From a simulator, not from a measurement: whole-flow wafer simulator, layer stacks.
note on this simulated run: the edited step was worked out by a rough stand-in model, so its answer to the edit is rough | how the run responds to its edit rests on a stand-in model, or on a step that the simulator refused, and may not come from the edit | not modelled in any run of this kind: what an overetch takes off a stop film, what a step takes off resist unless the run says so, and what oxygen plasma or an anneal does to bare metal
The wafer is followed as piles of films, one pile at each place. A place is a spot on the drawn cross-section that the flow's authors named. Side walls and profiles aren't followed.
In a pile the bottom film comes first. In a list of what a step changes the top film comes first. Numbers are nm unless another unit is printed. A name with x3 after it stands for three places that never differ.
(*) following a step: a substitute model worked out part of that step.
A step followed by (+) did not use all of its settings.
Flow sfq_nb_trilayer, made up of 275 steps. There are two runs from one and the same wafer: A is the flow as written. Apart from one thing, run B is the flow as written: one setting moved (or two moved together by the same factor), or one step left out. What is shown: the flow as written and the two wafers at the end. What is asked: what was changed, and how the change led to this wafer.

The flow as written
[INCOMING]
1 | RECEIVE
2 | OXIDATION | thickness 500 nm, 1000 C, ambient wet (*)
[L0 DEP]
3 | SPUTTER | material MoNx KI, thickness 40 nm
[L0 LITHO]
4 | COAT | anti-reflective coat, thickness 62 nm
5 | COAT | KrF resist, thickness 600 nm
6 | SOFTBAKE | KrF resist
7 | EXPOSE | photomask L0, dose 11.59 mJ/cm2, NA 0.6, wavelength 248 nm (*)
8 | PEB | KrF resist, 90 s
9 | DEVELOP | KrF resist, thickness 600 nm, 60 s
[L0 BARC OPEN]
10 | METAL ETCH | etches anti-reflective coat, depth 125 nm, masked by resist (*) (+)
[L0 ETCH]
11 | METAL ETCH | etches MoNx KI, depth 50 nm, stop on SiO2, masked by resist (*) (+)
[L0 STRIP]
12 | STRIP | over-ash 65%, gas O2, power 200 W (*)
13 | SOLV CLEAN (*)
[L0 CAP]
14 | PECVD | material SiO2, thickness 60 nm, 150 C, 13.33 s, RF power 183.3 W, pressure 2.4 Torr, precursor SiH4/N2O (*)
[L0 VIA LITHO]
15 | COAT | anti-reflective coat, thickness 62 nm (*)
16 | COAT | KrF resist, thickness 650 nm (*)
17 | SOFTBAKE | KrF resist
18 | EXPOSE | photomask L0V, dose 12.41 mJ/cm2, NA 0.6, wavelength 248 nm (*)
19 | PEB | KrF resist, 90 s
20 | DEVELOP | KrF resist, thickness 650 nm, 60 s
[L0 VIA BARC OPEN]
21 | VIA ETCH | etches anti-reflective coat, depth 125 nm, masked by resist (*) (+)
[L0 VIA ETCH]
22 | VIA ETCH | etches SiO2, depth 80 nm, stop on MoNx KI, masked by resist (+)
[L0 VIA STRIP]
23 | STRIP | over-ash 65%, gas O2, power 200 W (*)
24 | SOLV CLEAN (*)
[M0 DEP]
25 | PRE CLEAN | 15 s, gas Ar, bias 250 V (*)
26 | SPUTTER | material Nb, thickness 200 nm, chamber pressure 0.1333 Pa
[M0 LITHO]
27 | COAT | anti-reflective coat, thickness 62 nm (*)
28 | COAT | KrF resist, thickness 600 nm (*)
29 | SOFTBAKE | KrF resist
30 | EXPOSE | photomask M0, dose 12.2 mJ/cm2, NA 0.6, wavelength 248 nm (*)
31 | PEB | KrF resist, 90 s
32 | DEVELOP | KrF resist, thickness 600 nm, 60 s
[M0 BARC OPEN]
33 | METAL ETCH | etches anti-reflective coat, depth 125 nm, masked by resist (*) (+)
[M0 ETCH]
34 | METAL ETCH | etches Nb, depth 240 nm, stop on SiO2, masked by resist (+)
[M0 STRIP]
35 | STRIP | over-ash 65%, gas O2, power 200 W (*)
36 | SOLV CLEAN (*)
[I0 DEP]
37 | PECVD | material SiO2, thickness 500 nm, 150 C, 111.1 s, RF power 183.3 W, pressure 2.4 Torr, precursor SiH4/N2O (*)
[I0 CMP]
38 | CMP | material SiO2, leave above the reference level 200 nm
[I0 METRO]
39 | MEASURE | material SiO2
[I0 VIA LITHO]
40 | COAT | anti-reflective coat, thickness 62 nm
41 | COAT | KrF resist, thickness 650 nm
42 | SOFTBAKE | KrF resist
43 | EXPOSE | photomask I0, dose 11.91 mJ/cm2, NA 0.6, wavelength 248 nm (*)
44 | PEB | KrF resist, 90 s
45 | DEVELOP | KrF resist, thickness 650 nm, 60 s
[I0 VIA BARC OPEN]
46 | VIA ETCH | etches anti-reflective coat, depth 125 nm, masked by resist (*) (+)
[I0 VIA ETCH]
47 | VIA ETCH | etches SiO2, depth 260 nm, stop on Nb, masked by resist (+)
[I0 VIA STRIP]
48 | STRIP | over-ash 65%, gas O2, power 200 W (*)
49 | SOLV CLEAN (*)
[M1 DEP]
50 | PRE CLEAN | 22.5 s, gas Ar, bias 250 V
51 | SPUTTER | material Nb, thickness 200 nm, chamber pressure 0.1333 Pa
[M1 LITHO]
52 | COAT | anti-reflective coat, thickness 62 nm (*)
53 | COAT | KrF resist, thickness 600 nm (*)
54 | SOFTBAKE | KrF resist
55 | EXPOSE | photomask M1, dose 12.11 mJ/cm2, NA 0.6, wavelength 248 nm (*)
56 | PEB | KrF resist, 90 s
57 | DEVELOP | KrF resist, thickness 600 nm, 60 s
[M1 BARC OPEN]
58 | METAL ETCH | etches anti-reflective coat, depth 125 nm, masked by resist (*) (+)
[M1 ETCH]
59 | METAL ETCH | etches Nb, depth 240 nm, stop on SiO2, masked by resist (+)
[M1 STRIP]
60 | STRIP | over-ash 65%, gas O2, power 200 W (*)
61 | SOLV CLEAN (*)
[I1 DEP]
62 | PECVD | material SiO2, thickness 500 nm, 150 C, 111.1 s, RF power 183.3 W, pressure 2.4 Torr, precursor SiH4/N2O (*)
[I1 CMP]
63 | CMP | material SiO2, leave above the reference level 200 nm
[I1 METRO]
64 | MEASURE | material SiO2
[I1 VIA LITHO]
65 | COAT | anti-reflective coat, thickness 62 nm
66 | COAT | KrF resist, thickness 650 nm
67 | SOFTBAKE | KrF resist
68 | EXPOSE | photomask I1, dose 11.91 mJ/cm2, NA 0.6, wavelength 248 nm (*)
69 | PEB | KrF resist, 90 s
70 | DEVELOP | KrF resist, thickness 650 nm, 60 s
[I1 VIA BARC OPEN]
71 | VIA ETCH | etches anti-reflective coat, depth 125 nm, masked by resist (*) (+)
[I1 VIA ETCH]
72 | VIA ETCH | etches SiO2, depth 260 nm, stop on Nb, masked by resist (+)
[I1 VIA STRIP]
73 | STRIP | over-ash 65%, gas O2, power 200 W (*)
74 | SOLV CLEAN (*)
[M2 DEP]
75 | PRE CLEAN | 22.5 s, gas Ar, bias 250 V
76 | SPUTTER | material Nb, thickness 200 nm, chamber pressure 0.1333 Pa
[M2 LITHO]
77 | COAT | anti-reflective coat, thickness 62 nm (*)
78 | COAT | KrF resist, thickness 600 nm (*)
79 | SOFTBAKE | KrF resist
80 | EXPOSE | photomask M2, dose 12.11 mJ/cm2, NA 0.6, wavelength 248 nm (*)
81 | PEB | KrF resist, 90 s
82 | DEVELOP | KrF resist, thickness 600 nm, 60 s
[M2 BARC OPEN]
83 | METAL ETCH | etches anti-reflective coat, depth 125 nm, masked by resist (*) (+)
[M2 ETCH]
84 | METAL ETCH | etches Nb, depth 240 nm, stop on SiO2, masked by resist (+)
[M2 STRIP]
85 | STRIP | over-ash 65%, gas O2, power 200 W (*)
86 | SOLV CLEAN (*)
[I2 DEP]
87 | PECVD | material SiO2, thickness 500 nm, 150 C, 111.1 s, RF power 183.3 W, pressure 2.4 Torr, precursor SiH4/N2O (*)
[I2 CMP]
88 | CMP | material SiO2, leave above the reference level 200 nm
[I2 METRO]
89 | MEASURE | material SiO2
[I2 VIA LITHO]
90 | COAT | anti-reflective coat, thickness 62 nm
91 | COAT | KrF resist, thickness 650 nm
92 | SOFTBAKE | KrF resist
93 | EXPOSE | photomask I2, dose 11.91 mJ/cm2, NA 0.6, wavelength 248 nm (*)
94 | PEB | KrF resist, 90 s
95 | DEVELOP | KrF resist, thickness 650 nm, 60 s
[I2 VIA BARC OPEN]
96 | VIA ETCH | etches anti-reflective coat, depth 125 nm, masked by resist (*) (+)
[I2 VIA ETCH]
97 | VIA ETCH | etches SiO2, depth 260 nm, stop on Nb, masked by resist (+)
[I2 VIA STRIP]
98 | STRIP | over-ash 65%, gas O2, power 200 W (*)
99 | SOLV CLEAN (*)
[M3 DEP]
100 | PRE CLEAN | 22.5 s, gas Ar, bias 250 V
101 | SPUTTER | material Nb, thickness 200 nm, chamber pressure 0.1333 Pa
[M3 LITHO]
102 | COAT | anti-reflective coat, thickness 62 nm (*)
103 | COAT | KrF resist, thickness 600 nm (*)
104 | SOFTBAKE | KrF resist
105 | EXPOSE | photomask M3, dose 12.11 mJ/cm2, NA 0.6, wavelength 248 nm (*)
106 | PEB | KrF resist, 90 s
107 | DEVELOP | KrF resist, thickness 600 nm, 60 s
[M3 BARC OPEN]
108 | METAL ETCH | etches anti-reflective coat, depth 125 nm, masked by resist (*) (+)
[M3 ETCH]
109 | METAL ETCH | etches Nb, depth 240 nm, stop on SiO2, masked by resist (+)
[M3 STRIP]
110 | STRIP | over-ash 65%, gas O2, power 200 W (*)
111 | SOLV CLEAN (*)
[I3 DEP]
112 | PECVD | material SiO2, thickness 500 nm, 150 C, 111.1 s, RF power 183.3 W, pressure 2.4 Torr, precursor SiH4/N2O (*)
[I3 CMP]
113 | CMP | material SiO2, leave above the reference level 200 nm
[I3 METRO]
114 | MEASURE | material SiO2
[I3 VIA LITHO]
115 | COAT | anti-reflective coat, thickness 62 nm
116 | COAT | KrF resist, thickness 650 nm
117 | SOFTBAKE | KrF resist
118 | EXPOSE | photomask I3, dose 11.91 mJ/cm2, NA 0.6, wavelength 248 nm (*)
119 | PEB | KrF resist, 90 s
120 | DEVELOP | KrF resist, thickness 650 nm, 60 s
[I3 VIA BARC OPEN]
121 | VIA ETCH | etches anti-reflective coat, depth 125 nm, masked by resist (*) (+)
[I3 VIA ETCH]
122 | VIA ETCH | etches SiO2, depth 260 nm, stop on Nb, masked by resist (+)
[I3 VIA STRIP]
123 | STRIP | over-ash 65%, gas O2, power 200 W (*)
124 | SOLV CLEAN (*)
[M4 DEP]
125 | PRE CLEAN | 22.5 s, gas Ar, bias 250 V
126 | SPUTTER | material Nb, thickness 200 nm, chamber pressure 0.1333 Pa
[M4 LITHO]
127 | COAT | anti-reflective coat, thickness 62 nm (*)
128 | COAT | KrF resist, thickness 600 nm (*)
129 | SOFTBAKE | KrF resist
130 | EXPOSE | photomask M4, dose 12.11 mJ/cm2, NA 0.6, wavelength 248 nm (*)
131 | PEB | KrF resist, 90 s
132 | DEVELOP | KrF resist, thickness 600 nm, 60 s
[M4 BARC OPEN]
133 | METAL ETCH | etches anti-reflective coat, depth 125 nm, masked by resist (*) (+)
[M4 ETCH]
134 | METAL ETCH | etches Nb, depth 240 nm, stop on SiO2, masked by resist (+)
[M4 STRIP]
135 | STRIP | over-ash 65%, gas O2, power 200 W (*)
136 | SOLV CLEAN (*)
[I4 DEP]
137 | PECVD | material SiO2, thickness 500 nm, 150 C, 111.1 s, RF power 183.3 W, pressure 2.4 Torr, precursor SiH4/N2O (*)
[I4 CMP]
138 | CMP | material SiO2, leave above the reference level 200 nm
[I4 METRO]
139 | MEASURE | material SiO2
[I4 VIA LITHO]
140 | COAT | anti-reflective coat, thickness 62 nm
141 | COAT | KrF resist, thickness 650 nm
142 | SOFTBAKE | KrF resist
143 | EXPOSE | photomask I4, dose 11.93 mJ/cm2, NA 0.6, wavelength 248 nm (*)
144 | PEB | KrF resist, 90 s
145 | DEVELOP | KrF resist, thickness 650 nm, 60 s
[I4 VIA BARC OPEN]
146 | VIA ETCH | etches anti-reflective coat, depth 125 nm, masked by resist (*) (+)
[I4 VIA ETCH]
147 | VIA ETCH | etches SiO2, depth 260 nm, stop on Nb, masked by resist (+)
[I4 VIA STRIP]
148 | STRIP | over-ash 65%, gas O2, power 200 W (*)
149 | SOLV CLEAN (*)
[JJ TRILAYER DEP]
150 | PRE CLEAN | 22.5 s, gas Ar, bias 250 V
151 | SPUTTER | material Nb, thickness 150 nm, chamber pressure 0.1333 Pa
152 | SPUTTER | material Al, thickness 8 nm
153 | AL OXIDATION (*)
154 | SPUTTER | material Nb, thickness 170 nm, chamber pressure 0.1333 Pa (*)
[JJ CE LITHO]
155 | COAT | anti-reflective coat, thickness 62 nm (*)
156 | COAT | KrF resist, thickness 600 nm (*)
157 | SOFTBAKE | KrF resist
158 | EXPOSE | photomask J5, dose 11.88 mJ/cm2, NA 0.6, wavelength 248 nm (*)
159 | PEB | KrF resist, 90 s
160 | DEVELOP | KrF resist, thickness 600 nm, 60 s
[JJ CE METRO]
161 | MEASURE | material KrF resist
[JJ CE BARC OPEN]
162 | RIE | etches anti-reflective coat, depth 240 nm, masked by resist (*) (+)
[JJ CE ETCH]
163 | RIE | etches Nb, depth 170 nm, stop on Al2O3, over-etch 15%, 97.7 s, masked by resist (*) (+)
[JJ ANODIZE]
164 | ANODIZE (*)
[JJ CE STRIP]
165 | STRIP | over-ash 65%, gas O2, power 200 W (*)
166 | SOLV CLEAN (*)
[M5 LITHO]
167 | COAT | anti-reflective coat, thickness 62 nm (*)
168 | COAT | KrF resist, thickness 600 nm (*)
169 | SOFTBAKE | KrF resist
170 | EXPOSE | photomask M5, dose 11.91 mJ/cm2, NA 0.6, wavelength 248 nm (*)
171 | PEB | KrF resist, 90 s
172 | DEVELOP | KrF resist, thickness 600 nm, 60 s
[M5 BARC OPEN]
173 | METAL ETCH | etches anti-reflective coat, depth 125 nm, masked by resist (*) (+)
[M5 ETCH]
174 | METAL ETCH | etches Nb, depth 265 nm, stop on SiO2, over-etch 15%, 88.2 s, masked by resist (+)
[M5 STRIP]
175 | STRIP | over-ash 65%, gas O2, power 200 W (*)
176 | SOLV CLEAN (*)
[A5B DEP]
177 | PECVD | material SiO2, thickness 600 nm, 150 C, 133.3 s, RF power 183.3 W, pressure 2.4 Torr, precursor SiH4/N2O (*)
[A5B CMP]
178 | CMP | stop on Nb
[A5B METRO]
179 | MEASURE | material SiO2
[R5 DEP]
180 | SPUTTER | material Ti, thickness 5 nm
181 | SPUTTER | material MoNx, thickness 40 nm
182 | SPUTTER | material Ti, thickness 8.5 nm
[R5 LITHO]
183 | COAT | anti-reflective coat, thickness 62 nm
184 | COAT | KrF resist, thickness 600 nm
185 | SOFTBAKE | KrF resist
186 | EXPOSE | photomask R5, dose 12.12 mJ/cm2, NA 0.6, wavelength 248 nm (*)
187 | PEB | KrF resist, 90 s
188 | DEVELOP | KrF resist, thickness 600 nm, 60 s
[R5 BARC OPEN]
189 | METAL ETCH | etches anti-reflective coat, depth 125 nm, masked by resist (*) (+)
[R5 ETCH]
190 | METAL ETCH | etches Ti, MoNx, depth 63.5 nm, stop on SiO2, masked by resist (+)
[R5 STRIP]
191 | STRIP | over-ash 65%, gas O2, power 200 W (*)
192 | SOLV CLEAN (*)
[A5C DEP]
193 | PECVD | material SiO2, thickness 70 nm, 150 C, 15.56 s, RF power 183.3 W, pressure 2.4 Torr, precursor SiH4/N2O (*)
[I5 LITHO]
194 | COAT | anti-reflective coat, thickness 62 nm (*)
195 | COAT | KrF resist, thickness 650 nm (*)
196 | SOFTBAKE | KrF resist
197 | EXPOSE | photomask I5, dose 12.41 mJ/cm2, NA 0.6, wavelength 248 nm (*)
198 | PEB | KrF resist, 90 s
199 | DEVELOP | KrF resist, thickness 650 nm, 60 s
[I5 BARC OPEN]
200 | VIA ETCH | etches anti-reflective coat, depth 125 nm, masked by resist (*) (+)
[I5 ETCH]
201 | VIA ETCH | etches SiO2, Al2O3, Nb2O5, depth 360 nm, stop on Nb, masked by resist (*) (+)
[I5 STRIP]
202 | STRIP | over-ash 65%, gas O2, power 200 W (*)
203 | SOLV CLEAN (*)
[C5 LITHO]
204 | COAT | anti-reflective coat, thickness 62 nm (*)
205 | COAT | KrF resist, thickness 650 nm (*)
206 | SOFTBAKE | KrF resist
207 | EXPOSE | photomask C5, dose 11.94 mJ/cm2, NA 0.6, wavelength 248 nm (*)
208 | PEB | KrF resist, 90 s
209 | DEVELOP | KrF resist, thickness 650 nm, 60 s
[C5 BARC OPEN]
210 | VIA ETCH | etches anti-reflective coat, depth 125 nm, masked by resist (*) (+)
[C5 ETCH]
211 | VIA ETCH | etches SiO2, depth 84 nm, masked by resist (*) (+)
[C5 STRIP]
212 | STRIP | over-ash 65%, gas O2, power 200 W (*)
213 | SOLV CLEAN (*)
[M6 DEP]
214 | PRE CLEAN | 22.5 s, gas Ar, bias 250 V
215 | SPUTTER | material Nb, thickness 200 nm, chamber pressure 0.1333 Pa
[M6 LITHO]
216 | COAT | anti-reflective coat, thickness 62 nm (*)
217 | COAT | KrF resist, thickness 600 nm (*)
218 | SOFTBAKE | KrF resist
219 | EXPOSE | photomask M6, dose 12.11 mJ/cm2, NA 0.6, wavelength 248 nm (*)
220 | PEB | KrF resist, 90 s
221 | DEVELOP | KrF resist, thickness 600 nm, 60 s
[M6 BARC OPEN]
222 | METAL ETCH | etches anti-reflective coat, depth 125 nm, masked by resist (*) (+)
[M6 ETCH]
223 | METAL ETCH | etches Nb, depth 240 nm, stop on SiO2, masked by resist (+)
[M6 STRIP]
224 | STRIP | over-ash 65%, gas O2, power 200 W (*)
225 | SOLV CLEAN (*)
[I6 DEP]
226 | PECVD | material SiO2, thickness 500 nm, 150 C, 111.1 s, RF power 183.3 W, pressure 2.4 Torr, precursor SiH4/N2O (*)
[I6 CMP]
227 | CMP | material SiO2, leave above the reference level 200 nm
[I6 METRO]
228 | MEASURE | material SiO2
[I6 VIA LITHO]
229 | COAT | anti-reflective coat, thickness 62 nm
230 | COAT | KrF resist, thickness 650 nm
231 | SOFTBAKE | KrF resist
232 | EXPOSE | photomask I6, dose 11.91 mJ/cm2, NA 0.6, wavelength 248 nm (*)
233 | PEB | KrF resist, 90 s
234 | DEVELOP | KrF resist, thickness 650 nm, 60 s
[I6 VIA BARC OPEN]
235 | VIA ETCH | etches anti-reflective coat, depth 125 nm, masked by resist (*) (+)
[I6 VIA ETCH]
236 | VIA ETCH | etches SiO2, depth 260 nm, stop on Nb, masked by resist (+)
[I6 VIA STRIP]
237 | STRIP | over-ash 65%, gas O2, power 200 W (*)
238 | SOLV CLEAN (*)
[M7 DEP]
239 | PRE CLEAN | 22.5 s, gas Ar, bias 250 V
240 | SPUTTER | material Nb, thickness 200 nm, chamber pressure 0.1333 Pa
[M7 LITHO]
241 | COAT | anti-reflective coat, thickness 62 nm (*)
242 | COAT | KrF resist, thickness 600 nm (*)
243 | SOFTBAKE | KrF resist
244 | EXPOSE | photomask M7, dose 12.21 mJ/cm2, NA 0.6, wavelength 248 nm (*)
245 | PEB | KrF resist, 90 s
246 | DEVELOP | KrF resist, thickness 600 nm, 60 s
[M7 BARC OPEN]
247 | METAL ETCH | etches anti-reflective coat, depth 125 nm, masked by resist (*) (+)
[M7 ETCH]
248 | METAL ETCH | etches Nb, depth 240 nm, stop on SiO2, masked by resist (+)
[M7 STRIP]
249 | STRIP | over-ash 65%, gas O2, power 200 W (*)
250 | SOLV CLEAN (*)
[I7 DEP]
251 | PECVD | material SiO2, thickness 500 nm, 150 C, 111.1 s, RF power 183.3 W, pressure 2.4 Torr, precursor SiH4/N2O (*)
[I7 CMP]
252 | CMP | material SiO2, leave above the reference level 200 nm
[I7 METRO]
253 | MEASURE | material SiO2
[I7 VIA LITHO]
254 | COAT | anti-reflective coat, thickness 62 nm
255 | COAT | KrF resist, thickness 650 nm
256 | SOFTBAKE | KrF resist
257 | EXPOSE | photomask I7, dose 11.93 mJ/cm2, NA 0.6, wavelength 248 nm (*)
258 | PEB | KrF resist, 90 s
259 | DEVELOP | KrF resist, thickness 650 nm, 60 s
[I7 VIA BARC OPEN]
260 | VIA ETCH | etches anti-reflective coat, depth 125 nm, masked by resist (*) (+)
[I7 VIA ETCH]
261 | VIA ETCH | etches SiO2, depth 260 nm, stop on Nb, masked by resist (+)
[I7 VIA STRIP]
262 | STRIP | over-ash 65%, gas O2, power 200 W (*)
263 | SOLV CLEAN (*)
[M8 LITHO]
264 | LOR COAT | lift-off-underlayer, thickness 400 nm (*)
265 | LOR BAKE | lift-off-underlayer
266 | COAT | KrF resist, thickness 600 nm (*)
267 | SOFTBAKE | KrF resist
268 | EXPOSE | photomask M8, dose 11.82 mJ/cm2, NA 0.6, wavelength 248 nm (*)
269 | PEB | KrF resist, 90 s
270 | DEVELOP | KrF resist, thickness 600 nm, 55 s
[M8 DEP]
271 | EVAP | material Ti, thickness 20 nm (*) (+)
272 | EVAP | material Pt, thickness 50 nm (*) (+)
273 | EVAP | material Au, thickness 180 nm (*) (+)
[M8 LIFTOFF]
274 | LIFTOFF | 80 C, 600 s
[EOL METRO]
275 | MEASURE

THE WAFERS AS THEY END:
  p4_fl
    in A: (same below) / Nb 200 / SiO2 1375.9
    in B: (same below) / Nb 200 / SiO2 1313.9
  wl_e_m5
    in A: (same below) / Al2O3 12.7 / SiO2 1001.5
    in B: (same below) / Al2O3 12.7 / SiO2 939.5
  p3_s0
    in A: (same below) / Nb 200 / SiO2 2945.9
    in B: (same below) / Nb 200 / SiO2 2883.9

The reason: step 226, PECVD: thickness 238 nm was run, whereas the flow has thickness 500 nm; step 226, PECVD: 52.78 s was run, where the flow has 111.1 s.

The path from the change to this, step by step:
  226 | PECVD | material SiO2, thickness 500 nm, 150 C, 111.1 s, RF power 183.3 W, pressure 2.4 Torr, precursor SiH4/N2O (*)
      field_l, p4_fl, p4_fm and 62 more: A +500 SiO2 | B +238 SiO2
      v_sur, via_wl, via_w and 21 more: A +500 SiO2 (new film) | B +238 SiO2 (new film)
      (and at 17 other places as well)
  227 | CMP | material SiO2, leave above the reference level 200 nm
      field_l, p4_fl, p4_fm and 59 more: A -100 SiO2 | B nothing
      moat, field_r, lsp_l, ln_m5, lsp_m: A -93.6 SiO2 | B nothing
      (and at 39 other places as well)
  229 | COAT | anti-reflective coat, thickness 62 nm
      p3_l2, p3_s2, p3_s5, p3_l6: A +62 anti-reflective coat (new film) | B +64 anti-reflective coat (new film)
      via_wr, wl_j_sl, wl_jj: A +62 anti-reflective coat (new film) | B +52.1 anti-reflective coat (new film)
      (and at 86 other places as well)
  230 | COAT | KrF resist, thickness 650 nm
      p3_s0, wl_c_sl, wl_f_sl, m5r_line_l, m5r_line_r: A +650 KrF resist (new film) | B +668 KrF resist (new film)
      lsp_m, l0v, wl_b_sl: A +650 KrF resist (new film) | B +671 KrF resist (new film)
      (and at 73 other places as well)
  234 | DEVELOP | KrF resist, thickness 650 nm, 60 s
      via_v: A -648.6 KrF resist (all of it) | B -602.5 KrF resist (all of it)
  235 | VIA ETCH | etches anti-reflective coat, depth 125 nm, masked by resist (*) (+)
      field_l, v_sur, via_wl and 102 more: A -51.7 KrF resist | B -43.5 KrF resist
      via_v: A -62 anti-reflective coat (all of it), -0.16 SiO2 | B -52.2 anti-reflective coat (all of it), -0.13 SiO2
  237 | STRIP | over-ash 65%, gas O2, power 200 W (*)
      p3_s3, p3_s4: A -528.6 KrF resist (all of it), -62 anti-reflective coat (all of it) | B -542 KrF resist (all of it), -63.8 anti-reflective coat (all of it)
      m0r_line_l, m7r_line_l: A -528.6 KrF resist (all of it), -62 anti-reflective coat (all of it) | B -568.3 KrF resist (all of it), -62.2 anti-reflective coat (all of it)
      (and at 96 other places as well)
  240 | SPUTTER | material Nb, thickness 200 nm, chamber pressure 0.1333 Pa
      lsp_r, l0_sur, l0v: A +200 Nb (new film) | B +192.3 Nb (new film)
      be: A +200 Nb (new film) | B +132.8 Nb (new film)
      (and at 4 other places as well)
  241 | COAT | anti-reflective coat, thickness 62 nm (*)
      p3_l2, p3_s2, p3_s5, p3_l6: A +62 anti-reflective coat (new film) | B +63.9 anti-reflective coat (new film)
      m0r_space_l, m0r_space_r, m7r_space_l, m7r_space_r: A +62 anti-reflective coat (new film) | B +78.9 anti-reflective coat (new film)
      (and at 86 other places as well)
  242 | COAT | KrF resist, thickness 600 nm (*)
      m0r_space_l, m0r_space_r, m7r_space_l, m7r_space_r, m8r_pad_w: A +600 KrF resist (new film) | B +621.4 KrF resist (new film)
      m0r_line_l, m0r_line_r, m7r_line_l, m7r_line_r: A +600 KrF resist (new film) | B +629.5 KrF resist (new film)
      (and at 72 other places as well)
  246 | DEVELOP | KrF resist, thickness 600 nm, 60 s
      m0r_space_l, m0r_space_r, m7r_space_l, m7r_space_r, m8r_pad_w: A -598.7 KrF resist (all of it) | B -620.1 KrF resist (all of it)
      m0r_line_l, m0r_line_r: A -598.7 KrF resist (all of it) | B -628.2 KrF resist (all of it)
      (and at 33 other places as well)
  247 | METAL ETCH | etches anti-reflective coat, depth 125 nm, masked by resist (*) (+)
      m5r_linepad_l, m5r_linepad_r, m8r_pad_l, m8r_pad_r: A -62 anti-reflective coat (all of it) | B -125 anti-reflective coat
      v_sur, via_wl, via_w and 38 more: A -51.7 KrF resist | B -69.4 KrF resist
      (and at 51 other places as well)
  248 | METAL ETCH | etches Nb, depth 240 nm, stop on SiO2, masked by resist (+)
      m5r_linepad_l, m5r_linepad_r: A -200 Nb (all of it) | B -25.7 anti-reflective coat (all of it), -200 Nb (all of it)
      m8r_pad_l, m8r_pad_r: A -200 Nb (all of it) | B -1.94 anti-reflective coat (all of it), -200 Nb (all of it)
      (and at 2 other places as well)
  249 | STRIP | over-ash 65%, gas O2, power 200 W (*)
      m7r_line_l, m7r_line_r: A -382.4 KrF resist (all of it), -62 anti-reflective coat (all of it) | B -394 KrF resist (all of it), -62.5 anti-reflective coat (all of it)
      v_sur: A -379.9 KrF resist (all of it), -61.4 anti-reflective coat (all of it) | B -301.7 KrF resist (all of it), -41.5 anti-reflective coat (all of it)
      (and at 38 other places as well)
  251 | PECVD | material SiO2, thickness 500 nm, 150 C, 111.1 s, RF power 183.3 W, pressure 2.4 Torr, precursor SiH4/N2O (*)
      wl_c_sl, m6r_space_l, m6r_space_r: A +500 SiO2 | B +519.1 SiO2
      be: A +500 SiO2 (new film) | B +344.1 SiO2 (new film)
      (and at 2 other places as well)
  252 | CMP | material SiO2, leave above the reference level 200 nm
      field_l, p4_fl, p4_fm and 53 more: A -100 SiO2 | B nothing
      field_r, lsp_l: A -77.7 SiO2 | B nothing
      (and at 23 other places as well)
  ... another 8 steps ...
  274 | LIFTOFF | 80 C, 600 s
      m5r_line_l, m5r_line_r: A -180 Au (all of it), -50 Pt (all of it), -20 Ti (all of it), -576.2 KrF resist (all of it), -400 lift-off-underlayer (all of it) | B -180 Au (all of it), -50 Pt (all of it), -20 Ti (all of it), -581.6 KrF resist (all of it), -408.8 lift-off-underlayer (all of it)
      m5r_space_l, m5r_space_r: A -180 Au (all of it), -50 Pt (all of it), -20 Ti (all of it), -576.2 KrF resist (all of it), -400 lift-off-underlayer (all of it) | B -180 Au (all of it), -50 Pt (all of it), -20 Ti (all of it), -577.7 KrF resist (all of it), -414.4 lift-off-underlayer (all of it)
      (and at 50 other places as well)
